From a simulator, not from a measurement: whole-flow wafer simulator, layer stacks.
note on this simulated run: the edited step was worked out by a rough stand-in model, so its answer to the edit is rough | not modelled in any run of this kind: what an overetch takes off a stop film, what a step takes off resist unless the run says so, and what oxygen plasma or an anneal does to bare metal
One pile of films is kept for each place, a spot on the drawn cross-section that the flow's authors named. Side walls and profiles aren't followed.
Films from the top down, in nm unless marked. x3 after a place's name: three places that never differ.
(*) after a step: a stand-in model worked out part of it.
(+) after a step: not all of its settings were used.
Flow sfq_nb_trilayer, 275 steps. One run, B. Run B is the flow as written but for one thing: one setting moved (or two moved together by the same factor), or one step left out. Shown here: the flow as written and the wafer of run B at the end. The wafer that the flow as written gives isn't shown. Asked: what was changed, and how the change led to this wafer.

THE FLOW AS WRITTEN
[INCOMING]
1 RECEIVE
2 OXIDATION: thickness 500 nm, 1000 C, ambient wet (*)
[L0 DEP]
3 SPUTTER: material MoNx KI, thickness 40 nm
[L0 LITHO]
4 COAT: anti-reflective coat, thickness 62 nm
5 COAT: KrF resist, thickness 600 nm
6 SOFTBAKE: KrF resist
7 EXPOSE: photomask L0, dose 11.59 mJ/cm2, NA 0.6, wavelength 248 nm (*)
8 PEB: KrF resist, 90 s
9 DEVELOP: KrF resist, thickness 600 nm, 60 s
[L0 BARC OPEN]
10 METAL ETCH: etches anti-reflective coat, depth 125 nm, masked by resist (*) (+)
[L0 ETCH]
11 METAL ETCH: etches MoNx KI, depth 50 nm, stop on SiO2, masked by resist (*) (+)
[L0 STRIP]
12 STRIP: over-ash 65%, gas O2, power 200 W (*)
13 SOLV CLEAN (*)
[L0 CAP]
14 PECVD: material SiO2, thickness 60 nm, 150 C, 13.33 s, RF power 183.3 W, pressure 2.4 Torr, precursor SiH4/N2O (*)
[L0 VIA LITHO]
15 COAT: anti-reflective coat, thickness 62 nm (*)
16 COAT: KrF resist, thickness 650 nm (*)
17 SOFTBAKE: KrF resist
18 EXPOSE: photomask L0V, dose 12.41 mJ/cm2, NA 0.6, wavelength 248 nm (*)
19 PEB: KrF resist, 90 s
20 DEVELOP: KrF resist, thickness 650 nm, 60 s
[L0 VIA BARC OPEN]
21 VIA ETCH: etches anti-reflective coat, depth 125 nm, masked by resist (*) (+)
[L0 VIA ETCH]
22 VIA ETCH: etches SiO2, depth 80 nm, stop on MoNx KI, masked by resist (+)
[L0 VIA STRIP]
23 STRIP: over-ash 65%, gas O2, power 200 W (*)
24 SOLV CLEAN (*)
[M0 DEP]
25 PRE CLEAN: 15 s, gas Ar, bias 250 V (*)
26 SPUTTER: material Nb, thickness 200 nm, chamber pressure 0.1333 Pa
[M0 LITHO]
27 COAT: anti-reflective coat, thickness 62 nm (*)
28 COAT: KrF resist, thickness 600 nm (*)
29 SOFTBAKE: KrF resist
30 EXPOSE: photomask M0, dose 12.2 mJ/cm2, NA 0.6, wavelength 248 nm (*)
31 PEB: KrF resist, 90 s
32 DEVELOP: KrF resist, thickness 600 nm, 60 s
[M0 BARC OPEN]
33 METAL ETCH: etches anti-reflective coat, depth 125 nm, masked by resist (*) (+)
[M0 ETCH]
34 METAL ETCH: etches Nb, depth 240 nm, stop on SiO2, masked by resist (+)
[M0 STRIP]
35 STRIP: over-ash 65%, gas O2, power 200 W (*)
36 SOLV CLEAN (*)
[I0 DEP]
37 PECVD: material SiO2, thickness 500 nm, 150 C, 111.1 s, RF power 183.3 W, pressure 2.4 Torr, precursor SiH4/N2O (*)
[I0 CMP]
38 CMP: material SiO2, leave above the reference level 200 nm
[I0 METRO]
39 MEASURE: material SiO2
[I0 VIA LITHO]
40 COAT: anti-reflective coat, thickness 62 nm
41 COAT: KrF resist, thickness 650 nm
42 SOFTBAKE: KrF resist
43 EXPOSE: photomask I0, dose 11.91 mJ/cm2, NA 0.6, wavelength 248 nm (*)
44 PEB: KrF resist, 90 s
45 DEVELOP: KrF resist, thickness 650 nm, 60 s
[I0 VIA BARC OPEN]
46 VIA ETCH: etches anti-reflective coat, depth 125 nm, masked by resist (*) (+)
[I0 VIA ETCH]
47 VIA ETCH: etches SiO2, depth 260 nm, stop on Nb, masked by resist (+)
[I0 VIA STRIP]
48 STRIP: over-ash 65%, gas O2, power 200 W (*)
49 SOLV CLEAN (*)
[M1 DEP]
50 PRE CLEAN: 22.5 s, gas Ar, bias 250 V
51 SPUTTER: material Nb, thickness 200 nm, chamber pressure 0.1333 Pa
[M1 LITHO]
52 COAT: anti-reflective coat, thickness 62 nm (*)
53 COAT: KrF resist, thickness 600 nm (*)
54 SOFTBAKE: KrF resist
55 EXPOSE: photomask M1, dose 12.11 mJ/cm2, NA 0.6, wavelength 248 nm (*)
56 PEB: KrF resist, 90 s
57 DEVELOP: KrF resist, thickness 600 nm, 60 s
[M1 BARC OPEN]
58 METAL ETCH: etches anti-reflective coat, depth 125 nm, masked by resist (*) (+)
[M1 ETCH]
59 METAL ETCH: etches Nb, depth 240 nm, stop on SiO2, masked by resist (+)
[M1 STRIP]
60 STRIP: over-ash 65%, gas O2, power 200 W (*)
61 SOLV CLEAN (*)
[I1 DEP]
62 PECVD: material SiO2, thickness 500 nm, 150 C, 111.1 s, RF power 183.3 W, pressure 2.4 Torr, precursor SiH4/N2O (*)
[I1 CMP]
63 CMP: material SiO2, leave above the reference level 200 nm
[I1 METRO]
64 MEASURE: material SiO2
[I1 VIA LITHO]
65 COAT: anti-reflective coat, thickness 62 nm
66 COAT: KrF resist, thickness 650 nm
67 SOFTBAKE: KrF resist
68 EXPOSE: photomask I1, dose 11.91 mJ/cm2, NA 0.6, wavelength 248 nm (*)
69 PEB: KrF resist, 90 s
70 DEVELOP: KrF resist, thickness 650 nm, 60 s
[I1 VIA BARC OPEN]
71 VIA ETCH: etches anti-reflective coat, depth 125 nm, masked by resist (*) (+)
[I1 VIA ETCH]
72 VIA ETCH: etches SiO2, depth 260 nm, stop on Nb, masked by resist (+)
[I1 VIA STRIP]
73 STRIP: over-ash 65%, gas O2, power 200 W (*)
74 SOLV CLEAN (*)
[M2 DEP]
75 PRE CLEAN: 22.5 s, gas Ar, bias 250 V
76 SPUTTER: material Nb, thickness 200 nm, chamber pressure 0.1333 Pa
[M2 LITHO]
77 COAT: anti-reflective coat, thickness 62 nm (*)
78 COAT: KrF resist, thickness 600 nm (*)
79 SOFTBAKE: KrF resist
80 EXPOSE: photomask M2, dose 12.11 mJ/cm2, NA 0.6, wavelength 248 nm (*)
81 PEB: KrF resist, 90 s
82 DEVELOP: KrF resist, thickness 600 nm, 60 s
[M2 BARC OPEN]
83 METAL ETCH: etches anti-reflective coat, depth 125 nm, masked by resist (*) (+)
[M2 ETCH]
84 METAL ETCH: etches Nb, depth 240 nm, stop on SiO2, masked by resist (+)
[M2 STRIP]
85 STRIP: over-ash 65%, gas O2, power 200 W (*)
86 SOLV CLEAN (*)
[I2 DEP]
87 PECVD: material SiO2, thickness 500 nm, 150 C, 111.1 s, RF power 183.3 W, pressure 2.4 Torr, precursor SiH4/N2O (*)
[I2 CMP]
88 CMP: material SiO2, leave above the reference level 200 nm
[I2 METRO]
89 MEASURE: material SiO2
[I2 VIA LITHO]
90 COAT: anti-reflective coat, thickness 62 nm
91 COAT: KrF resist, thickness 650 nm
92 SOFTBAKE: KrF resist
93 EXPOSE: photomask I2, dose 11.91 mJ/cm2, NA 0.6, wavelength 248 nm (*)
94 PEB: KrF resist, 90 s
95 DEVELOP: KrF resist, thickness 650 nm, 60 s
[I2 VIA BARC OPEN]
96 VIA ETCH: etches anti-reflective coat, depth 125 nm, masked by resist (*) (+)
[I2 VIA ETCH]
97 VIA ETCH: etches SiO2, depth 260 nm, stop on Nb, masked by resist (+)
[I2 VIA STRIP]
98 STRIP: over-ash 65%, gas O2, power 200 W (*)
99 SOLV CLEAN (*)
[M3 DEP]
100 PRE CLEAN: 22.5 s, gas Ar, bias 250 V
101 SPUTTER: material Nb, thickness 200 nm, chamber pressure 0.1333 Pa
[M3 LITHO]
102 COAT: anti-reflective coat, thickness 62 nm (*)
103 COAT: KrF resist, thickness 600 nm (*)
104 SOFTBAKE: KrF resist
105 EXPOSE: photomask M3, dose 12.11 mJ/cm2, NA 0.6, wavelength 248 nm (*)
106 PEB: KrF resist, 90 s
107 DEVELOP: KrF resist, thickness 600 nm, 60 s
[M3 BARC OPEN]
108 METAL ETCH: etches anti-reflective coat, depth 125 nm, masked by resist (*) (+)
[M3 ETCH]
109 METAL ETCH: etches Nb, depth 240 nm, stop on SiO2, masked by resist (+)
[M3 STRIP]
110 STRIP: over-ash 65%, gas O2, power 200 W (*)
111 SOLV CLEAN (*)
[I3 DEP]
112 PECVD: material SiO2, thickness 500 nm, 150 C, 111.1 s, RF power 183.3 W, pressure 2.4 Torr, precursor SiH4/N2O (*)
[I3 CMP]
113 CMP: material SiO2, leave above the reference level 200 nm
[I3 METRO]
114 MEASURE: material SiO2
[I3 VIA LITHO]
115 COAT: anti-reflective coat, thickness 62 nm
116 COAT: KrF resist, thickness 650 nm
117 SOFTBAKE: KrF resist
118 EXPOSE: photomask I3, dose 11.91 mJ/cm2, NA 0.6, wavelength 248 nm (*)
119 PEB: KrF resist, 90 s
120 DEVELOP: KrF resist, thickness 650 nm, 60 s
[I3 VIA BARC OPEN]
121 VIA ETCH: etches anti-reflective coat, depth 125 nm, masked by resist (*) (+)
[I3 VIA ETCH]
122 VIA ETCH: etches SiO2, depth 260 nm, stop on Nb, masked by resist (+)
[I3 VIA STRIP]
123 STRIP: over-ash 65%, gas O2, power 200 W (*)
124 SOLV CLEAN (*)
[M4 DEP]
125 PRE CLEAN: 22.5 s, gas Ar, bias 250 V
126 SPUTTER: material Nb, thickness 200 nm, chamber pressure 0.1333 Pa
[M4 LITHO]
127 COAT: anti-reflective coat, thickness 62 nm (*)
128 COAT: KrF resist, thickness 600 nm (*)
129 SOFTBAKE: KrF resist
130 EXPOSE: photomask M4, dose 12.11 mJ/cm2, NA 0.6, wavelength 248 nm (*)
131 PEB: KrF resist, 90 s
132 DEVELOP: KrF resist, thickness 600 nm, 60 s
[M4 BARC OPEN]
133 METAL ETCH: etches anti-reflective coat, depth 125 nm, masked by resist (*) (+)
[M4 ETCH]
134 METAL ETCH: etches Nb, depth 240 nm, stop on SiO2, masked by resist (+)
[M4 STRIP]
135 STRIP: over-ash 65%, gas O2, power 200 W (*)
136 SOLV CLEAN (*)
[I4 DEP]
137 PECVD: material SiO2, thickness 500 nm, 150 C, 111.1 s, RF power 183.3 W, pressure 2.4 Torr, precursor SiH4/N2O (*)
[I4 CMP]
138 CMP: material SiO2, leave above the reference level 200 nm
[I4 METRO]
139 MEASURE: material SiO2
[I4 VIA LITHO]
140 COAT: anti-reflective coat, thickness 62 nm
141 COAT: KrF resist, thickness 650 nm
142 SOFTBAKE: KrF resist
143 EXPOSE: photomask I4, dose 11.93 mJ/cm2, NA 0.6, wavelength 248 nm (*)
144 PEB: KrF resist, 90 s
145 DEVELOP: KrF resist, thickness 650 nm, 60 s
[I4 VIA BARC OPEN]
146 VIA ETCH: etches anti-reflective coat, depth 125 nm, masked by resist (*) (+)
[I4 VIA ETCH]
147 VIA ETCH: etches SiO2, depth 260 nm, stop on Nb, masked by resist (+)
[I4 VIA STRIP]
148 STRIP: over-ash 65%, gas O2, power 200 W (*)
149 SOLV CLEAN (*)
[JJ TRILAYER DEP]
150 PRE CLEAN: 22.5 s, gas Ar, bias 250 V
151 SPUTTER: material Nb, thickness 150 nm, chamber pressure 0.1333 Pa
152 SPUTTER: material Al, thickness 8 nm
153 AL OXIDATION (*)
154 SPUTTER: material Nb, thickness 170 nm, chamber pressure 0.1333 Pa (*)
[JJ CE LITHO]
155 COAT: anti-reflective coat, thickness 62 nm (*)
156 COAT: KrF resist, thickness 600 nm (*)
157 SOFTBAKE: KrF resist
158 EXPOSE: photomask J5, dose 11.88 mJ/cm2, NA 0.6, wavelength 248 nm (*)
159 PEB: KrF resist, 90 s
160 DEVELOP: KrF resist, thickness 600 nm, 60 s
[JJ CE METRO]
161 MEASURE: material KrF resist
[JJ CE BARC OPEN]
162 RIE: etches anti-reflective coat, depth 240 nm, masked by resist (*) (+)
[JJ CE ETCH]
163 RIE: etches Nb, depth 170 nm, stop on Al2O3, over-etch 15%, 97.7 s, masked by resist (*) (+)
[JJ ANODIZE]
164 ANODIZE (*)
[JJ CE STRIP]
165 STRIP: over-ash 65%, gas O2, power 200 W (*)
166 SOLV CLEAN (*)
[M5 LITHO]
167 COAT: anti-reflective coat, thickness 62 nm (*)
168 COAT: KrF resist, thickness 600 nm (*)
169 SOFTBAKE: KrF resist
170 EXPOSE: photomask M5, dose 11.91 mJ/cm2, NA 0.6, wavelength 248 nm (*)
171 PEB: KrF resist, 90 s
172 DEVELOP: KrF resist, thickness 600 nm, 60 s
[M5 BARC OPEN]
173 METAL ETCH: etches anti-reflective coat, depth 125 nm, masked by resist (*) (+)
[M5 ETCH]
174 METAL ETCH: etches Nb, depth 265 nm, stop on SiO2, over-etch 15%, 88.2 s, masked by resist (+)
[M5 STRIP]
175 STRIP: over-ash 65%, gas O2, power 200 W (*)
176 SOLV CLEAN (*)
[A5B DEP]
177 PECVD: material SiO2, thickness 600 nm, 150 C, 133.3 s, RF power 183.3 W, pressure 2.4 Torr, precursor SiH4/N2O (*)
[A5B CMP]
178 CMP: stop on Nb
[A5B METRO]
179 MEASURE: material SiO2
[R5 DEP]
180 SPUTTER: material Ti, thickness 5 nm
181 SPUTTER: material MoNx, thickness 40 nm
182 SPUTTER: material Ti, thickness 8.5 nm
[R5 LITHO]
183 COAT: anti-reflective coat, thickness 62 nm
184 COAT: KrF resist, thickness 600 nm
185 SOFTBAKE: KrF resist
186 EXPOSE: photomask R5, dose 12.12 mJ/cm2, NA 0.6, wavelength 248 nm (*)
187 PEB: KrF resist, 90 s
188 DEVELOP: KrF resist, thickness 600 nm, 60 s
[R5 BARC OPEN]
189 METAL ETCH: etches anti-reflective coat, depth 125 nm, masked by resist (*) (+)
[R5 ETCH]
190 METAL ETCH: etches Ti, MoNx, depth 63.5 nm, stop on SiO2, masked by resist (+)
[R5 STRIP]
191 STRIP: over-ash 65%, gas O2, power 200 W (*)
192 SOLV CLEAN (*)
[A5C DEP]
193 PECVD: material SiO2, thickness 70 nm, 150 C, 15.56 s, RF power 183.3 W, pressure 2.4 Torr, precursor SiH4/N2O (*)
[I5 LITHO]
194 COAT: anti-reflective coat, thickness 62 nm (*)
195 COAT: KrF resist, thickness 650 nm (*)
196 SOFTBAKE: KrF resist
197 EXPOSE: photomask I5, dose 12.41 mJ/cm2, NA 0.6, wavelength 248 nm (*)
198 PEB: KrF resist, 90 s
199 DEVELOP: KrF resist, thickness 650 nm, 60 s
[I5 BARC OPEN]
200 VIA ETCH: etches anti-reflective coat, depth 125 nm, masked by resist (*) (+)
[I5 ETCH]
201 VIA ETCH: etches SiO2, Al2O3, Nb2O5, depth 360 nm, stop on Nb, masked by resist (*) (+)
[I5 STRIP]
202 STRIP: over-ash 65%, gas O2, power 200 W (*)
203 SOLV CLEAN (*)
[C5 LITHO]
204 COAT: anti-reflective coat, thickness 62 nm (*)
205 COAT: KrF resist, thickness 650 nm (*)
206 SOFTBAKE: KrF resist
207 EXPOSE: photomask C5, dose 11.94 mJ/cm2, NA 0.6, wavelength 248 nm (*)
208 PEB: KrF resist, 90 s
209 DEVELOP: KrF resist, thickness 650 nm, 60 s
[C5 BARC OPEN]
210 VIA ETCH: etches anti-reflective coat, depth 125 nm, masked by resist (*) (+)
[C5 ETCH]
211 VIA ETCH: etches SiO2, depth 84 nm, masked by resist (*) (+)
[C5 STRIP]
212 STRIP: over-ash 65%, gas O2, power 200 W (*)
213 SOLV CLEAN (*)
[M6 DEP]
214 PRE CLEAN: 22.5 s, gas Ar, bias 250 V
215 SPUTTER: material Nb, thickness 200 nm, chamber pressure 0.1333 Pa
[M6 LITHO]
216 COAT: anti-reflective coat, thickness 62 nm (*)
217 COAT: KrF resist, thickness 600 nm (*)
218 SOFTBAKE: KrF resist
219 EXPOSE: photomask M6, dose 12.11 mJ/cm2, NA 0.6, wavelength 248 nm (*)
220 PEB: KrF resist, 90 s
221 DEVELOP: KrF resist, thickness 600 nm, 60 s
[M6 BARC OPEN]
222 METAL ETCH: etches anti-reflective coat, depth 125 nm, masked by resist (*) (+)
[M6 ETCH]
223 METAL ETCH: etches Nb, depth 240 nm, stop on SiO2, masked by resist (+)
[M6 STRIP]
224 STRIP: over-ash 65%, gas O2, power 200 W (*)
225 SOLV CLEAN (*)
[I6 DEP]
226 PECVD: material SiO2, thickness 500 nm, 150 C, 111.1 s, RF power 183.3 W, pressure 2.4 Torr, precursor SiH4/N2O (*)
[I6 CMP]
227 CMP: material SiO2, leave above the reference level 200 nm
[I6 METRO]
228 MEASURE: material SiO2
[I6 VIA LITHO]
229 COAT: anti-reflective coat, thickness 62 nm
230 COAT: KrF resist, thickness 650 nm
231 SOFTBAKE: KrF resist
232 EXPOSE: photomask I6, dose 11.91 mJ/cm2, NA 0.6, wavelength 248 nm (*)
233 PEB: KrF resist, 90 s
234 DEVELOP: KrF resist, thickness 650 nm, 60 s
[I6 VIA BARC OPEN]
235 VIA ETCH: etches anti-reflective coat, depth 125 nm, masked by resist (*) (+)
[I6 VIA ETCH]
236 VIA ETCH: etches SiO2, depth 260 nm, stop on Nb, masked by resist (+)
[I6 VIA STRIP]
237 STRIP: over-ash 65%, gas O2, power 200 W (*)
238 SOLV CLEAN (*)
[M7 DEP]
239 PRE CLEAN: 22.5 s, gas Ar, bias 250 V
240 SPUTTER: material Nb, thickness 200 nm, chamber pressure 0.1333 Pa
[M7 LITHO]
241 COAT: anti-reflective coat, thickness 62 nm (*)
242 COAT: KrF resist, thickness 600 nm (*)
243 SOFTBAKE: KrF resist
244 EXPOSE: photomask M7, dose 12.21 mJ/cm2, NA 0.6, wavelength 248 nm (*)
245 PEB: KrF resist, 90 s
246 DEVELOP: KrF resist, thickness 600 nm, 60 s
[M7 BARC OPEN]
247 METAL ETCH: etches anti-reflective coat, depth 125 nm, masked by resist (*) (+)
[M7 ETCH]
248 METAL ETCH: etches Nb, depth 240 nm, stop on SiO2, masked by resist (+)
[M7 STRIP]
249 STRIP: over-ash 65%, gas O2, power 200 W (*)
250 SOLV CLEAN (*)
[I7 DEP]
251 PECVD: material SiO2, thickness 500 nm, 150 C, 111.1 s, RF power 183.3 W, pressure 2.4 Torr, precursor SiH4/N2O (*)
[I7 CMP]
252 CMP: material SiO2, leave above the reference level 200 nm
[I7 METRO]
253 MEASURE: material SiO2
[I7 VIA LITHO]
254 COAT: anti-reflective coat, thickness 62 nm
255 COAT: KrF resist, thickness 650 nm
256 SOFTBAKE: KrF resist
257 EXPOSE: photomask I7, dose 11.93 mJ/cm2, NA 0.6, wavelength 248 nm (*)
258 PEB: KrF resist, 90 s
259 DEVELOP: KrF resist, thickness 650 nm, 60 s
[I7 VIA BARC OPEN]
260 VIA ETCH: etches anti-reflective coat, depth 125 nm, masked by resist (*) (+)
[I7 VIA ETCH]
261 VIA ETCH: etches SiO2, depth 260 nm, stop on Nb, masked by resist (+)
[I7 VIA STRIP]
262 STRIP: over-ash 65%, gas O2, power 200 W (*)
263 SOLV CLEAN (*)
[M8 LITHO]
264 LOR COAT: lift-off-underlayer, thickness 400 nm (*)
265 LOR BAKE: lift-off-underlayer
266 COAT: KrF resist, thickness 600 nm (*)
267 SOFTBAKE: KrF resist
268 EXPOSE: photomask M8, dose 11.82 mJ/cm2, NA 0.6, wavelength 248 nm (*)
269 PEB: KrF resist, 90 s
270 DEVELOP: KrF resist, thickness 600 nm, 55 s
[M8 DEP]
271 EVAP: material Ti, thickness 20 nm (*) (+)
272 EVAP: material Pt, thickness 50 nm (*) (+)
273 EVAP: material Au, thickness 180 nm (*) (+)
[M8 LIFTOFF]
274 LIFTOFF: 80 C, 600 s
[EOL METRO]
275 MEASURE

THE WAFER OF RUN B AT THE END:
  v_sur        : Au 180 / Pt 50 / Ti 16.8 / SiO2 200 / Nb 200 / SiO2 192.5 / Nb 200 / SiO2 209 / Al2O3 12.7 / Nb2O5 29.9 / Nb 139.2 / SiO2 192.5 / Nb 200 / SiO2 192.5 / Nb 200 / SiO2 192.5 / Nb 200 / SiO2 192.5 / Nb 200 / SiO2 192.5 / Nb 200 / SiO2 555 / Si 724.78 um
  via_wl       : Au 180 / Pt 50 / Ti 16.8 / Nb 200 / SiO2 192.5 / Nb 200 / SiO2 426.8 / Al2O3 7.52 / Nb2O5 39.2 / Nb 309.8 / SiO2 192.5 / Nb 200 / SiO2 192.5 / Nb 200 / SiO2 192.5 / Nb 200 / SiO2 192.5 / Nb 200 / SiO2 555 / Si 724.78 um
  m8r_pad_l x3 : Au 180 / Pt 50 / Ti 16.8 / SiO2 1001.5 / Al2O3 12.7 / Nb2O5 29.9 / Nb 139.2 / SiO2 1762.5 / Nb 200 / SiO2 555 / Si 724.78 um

The cause: step 271, EVAP: thickness 16.8 nm was run, where the flow has thickness 20 nm.
It can be read off the wafer: v_sur has Ti 16.8, and step 271 as written asks for 20 nm.

How the change led to this, step by step:
  271 EVAP: material Ti, thickness 20 nm (*) (+)
      field_l, v_sur, via_wl and 103 more: Ti +16.8 (new film) (as written it would be: Ti +20 (new film))
  274 LIFTOFF: 80 C, 600 s
      p4_fl x3, p4_w1 x9, p4_g1 x2 and 60 more: Au -180 (all of it), Pt -50 (all of it), Ti -16.8 (all of it), KrF resist -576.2 (all of it), lift-off-underlayer -400 (all of it) (as written it would be: Au -180 (all of it), Pt -50 (all of it), Ti -20 (all of it), KrF resist -576.2 (all of it), lift-off-underlayer -400 (all of it))
      c5j, ce_r: Au -180 (all of it), Pt -50 (all of it), Ti -16.8 (all of it), KrF resist -573.3 (all of it), lift-off-underlayer -399.3 (all of it) (as written it would be: Au -180 (all of it), Pt -50 (all of it), Ti -20 (all of it), KrF resist -573.3 (all of it), lift-off-underlayer -399.3 (all of it))
      (and at 19 more places)
